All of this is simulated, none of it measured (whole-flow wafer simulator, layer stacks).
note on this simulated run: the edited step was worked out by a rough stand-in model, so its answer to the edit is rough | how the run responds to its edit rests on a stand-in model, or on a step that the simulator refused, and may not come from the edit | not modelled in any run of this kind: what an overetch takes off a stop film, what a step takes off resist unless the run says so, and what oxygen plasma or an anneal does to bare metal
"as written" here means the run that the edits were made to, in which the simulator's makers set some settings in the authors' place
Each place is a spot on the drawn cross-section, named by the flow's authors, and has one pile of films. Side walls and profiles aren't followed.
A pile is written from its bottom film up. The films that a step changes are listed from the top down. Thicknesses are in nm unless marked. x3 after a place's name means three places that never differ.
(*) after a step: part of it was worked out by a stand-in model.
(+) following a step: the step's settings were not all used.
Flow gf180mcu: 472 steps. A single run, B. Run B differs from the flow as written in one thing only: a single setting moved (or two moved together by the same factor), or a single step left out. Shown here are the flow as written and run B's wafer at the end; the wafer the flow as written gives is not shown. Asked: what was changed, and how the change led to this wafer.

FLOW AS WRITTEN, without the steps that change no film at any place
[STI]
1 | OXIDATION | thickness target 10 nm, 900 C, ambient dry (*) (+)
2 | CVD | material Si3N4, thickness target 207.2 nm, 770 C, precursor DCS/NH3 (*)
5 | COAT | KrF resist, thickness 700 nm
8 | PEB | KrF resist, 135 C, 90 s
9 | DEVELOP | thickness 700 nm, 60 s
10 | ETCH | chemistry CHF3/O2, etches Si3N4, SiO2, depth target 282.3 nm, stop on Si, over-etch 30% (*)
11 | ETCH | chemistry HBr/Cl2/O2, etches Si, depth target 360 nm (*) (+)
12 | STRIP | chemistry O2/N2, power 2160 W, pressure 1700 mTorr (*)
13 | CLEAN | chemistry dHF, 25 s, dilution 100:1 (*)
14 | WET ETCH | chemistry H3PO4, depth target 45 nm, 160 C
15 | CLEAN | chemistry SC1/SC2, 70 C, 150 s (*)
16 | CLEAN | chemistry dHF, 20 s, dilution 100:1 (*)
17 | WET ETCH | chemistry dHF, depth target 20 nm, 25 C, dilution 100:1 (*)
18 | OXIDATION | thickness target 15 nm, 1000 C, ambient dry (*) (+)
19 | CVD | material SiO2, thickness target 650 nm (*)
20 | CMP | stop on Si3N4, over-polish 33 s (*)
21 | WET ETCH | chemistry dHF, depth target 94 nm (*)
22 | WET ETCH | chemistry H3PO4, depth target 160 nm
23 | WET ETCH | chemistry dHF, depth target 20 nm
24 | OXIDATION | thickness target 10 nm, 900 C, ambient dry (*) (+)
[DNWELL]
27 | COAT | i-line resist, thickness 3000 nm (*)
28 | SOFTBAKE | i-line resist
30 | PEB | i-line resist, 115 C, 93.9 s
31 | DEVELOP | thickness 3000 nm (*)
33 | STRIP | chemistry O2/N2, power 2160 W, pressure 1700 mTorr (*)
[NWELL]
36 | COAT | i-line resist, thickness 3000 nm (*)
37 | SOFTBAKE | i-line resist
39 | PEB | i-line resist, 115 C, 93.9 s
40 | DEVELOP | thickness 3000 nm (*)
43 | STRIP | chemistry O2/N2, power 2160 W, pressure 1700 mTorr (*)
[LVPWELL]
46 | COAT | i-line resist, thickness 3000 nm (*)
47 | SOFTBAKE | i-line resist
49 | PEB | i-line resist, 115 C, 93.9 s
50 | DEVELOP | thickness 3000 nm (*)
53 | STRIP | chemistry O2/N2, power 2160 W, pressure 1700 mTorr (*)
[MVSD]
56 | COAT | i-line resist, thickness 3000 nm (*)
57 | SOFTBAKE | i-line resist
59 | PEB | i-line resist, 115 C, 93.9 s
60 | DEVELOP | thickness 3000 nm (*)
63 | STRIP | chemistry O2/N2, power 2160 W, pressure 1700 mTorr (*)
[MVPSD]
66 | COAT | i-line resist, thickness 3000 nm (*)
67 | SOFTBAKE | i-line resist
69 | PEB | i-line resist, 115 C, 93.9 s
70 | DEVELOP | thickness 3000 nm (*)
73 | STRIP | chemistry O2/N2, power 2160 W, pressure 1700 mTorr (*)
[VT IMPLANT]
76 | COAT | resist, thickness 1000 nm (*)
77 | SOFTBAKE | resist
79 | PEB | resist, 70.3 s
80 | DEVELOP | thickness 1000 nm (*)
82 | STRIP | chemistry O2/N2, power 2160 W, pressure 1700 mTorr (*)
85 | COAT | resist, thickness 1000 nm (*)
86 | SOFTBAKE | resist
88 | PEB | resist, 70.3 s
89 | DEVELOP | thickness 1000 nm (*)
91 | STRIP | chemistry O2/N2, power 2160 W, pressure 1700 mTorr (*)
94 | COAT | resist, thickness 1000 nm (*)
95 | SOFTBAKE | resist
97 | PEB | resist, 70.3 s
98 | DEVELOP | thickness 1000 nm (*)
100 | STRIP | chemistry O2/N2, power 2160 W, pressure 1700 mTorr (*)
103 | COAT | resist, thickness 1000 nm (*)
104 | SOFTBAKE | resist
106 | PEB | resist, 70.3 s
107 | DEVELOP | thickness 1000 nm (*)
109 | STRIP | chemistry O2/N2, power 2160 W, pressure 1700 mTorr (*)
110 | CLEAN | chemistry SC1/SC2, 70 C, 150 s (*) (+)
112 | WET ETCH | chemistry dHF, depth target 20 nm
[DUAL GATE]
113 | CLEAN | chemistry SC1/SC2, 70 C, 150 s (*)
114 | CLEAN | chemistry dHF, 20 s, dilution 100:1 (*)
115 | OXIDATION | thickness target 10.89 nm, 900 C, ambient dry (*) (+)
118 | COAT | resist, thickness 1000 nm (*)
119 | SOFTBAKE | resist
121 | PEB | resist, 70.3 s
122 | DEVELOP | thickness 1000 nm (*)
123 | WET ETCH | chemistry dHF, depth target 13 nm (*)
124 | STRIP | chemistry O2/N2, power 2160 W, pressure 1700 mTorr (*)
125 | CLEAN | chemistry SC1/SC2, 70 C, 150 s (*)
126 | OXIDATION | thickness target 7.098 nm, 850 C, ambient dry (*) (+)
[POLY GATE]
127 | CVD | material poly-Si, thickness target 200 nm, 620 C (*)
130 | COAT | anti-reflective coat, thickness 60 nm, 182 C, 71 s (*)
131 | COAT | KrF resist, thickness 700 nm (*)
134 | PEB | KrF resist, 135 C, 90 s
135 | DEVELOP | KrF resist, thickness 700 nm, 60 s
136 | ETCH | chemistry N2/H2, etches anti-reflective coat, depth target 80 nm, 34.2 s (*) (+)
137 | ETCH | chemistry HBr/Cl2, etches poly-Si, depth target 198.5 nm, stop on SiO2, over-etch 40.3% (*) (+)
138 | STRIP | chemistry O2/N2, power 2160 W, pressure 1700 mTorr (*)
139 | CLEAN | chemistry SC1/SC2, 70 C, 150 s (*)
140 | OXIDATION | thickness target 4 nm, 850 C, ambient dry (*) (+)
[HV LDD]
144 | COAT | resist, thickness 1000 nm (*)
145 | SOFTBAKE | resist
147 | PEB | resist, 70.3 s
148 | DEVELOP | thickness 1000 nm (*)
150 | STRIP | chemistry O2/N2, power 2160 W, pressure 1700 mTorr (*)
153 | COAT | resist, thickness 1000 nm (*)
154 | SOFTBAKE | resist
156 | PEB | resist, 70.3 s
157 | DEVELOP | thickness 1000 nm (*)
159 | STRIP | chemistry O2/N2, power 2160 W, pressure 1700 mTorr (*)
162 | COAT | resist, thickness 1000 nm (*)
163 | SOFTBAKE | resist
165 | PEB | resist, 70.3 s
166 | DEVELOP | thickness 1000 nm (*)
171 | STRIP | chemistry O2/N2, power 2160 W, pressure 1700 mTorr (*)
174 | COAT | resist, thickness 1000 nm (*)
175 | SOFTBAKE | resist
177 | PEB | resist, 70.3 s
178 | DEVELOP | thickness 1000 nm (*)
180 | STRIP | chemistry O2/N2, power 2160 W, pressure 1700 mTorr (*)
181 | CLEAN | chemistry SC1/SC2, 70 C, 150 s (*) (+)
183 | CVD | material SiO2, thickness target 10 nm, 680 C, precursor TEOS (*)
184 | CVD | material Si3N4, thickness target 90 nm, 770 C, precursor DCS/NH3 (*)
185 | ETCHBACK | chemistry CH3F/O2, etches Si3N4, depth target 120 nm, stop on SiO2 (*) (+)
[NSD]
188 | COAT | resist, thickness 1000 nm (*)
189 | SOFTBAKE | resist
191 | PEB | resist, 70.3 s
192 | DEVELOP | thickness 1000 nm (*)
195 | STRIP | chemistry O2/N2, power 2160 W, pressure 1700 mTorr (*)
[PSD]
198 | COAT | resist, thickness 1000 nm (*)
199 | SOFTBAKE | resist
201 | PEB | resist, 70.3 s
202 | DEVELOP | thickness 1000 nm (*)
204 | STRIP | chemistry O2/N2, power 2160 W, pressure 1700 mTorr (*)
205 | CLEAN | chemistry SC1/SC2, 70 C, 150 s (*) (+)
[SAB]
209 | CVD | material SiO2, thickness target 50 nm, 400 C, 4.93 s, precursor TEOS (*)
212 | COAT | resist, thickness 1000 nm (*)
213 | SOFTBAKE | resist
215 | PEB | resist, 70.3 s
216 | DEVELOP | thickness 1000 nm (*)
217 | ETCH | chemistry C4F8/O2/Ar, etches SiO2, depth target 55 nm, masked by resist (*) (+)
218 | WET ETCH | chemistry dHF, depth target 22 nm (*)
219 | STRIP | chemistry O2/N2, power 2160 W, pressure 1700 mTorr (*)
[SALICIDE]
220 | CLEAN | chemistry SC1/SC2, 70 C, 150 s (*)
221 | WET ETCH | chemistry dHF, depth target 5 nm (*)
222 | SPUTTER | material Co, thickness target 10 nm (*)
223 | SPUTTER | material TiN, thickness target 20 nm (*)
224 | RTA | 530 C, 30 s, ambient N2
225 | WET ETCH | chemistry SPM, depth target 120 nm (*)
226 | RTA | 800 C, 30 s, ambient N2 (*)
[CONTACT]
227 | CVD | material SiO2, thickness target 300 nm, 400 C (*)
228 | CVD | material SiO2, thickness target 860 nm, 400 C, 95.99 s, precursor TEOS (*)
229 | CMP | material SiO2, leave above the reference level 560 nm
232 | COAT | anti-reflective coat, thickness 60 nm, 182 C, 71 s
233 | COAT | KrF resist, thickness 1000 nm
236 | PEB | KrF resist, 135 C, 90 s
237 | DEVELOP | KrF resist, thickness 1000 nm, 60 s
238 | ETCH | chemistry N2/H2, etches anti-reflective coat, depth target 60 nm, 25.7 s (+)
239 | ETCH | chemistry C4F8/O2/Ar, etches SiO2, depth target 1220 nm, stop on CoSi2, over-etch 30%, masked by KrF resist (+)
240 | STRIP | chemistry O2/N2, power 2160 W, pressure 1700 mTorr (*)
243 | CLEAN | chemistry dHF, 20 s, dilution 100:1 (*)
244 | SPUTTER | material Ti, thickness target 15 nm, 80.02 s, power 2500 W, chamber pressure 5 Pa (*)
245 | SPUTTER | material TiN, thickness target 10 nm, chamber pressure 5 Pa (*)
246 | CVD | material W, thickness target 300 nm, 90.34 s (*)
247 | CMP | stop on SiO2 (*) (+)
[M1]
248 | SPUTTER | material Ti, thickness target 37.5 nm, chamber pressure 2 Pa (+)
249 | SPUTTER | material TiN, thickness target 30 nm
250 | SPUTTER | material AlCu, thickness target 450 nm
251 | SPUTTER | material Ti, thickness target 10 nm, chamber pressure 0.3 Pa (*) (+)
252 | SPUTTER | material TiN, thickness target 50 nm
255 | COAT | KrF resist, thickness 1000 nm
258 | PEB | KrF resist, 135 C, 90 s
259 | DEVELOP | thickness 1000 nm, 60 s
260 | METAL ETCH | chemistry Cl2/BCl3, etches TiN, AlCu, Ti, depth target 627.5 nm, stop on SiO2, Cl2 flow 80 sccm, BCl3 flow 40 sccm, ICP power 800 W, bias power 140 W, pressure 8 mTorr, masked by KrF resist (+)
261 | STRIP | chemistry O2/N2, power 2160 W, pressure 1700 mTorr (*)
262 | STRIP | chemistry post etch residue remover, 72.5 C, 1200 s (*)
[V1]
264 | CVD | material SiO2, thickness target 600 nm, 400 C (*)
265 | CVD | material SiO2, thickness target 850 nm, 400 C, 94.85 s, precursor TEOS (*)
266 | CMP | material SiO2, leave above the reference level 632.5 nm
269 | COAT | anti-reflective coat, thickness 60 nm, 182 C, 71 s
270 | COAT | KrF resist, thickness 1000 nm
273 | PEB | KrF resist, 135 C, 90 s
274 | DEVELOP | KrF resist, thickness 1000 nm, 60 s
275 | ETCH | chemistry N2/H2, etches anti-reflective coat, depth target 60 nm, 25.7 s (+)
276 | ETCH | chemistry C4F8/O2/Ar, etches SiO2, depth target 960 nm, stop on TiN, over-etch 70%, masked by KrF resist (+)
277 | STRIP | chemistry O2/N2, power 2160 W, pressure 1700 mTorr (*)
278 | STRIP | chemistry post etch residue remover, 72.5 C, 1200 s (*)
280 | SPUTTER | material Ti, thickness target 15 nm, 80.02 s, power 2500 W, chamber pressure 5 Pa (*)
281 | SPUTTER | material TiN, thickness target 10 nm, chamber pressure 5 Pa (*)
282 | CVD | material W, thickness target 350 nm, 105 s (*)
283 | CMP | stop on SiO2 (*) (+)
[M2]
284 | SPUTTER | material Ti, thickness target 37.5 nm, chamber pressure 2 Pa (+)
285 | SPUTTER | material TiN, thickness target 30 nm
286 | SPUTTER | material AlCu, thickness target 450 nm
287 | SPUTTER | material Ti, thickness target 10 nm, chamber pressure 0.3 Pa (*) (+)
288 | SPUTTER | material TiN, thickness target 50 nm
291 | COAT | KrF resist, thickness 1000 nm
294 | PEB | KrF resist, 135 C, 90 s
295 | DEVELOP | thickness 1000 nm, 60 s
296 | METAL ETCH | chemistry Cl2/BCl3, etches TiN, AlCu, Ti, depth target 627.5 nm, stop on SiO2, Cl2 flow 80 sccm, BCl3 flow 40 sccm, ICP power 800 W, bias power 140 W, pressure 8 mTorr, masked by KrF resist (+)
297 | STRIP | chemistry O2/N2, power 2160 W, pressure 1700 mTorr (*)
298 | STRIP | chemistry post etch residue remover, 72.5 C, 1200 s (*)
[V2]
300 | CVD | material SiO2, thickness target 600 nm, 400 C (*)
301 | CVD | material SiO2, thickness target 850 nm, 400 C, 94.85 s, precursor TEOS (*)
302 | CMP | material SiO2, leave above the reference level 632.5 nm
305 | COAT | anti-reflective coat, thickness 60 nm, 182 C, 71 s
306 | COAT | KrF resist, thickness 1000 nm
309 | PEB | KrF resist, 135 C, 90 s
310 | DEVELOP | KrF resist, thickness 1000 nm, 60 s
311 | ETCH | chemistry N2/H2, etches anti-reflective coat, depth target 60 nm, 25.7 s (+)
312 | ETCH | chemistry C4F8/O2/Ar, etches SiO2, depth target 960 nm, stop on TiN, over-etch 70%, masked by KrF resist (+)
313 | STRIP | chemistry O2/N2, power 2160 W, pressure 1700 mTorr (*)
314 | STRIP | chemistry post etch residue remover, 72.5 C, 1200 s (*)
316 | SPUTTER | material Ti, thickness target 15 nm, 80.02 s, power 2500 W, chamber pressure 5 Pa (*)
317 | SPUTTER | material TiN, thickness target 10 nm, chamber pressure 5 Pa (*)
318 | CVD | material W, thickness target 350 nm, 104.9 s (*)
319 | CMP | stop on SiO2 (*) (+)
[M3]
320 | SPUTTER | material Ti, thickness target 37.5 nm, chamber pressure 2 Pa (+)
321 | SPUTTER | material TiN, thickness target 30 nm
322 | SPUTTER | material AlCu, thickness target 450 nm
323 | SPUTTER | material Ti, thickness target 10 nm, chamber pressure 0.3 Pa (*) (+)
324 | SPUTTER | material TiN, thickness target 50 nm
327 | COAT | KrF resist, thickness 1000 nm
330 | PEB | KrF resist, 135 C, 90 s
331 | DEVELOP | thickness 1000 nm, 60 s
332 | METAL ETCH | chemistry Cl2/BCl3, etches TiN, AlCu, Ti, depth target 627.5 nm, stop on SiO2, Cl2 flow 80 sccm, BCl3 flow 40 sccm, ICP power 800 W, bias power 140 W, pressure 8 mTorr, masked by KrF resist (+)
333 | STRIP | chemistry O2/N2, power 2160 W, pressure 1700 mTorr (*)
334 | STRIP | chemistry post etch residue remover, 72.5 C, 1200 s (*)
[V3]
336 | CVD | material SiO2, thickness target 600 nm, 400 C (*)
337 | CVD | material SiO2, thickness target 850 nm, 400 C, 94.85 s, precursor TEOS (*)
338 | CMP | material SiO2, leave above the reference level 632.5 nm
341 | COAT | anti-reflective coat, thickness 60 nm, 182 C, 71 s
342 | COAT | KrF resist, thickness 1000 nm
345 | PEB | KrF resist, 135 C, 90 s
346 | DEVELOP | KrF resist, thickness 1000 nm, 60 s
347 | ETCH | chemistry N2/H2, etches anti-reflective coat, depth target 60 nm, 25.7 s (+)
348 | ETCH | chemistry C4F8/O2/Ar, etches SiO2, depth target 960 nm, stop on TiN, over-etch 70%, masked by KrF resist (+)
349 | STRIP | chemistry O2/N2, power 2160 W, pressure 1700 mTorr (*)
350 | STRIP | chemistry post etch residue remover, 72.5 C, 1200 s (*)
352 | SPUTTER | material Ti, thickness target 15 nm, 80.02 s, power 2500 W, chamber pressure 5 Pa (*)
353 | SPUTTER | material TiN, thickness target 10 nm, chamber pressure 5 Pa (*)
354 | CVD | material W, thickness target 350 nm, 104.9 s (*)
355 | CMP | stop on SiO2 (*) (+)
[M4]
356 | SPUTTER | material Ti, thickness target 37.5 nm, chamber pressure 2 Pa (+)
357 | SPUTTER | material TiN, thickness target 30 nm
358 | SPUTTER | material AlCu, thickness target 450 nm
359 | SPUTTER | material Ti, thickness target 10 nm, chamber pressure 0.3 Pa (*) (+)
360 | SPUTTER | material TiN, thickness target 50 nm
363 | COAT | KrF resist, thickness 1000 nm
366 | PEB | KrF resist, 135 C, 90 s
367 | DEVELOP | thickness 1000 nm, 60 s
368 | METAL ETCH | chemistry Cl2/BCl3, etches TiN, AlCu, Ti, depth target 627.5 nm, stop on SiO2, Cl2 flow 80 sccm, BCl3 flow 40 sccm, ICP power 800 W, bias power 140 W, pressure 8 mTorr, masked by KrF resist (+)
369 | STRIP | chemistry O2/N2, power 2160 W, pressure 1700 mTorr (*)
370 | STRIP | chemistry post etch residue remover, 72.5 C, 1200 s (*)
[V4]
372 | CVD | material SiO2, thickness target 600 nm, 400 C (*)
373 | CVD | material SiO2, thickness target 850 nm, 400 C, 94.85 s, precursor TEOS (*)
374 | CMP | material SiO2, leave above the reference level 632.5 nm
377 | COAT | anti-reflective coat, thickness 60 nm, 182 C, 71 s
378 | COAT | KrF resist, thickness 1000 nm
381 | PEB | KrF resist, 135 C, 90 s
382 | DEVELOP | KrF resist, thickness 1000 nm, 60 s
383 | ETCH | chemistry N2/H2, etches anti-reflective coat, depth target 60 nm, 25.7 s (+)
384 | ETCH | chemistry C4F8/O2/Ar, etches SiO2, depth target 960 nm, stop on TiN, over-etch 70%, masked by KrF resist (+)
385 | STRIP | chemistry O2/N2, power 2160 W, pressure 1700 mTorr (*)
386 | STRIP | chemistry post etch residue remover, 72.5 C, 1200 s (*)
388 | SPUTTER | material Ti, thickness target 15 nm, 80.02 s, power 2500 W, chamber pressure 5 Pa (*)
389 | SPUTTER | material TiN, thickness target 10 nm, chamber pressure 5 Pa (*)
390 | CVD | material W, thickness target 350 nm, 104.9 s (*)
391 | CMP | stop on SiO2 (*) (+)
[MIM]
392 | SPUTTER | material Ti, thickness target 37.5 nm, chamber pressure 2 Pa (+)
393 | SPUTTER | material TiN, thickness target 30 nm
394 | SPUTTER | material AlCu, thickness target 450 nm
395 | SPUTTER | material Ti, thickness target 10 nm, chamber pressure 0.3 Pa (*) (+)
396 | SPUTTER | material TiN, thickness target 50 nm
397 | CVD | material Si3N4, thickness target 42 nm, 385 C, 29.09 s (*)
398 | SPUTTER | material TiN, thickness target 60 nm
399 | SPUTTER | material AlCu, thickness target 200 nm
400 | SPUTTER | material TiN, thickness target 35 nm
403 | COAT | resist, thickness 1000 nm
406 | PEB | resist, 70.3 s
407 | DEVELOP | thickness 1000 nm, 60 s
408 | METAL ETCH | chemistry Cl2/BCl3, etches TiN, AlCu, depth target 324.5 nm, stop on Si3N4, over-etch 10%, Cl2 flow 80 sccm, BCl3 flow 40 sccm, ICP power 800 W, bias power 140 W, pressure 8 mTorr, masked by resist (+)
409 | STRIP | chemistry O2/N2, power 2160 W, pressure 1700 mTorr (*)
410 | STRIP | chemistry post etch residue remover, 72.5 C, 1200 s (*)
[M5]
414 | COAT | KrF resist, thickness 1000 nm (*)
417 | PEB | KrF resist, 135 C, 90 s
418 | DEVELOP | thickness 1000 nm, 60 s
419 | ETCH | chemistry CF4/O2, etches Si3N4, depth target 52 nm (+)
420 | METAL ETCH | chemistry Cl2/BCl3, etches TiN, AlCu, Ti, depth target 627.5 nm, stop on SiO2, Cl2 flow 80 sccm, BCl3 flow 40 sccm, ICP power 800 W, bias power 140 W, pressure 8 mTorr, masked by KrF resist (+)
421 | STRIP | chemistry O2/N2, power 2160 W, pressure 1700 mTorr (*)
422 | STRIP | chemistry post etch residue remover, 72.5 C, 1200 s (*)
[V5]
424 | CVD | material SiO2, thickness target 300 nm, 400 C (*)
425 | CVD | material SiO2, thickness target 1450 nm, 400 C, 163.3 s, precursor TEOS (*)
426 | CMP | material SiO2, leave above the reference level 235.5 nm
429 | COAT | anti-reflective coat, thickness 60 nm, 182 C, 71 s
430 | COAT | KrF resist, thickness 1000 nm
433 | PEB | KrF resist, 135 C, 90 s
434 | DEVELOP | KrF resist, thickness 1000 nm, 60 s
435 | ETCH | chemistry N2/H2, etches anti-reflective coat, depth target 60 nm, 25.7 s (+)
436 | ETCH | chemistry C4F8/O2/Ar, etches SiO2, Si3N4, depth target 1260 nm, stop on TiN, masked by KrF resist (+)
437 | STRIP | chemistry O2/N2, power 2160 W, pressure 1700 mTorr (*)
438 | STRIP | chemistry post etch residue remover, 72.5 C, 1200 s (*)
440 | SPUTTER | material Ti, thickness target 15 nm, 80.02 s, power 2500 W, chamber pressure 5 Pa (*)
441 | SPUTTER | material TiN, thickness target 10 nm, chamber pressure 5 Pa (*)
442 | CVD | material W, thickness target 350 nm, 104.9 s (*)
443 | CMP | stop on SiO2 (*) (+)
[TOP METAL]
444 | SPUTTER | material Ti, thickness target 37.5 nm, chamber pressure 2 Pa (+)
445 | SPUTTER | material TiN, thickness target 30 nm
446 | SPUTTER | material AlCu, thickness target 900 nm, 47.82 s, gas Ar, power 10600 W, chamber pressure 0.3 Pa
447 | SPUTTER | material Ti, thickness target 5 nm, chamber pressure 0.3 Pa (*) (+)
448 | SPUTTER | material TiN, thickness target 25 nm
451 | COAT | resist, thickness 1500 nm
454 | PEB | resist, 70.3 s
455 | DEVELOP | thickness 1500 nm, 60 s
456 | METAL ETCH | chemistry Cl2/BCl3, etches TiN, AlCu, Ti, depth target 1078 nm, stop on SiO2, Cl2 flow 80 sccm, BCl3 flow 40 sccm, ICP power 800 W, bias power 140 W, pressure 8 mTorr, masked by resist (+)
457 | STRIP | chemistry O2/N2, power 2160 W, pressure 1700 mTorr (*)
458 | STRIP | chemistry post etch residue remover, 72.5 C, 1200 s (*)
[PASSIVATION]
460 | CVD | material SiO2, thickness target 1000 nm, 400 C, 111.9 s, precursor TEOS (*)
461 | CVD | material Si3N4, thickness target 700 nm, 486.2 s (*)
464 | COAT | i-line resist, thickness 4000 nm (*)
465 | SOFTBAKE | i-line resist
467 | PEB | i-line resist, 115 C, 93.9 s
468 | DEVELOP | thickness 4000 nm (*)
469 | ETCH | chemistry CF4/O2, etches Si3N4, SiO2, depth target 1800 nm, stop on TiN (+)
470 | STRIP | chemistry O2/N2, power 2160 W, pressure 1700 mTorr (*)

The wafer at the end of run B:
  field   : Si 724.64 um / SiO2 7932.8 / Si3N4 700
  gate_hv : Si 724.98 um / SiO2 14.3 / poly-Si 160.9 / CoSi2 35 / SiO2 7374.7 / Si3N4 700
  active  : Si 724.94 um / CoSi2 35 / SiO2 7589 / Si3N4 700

The reason: step 460, CVD: thickness target 700 nm was run, though the flow has thickness target 1000 nm; step 460, CVD: 78.36 s was run, where the flow has 111.9 s.

How this came from the change, step by step:
  460 | CVD | material SiO2, thickness target 1000 nm, 400 C, 111.9 s, precursor TEOS (*)
      field, field__w1, field__w2 and 103 more: +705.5 SiO2 (it would be, as written: +1000 SiO2)
      field__w8, contact, m1, m1__w1, pad, m1_nw: +705.5 SiO2 (new film) (it would be, as written: +1000 SiO2 (new film))
  465 | SOFTBAKE | i-line resist
      gate: -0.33 i-line resist (it would be, as written: +1.79 i-line resist)
      ld_acc_p, ld_fp_p, ld_drift_p: +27 i-line resist (it would be, as written: +33.8 i-line resist)
      (and at 57 other places as well)
  469 | ETCH | chemistry CF4/O2, etches Si3N4, SiO2, depth target 1800 nm, stop on TiN (+)
      pad: -700 Si3N4 (all of it), -705.5 SiO2 (all of it) (it would be, as written: -700 Si3N4 (all of it), -1000 SiO2 (all of it))
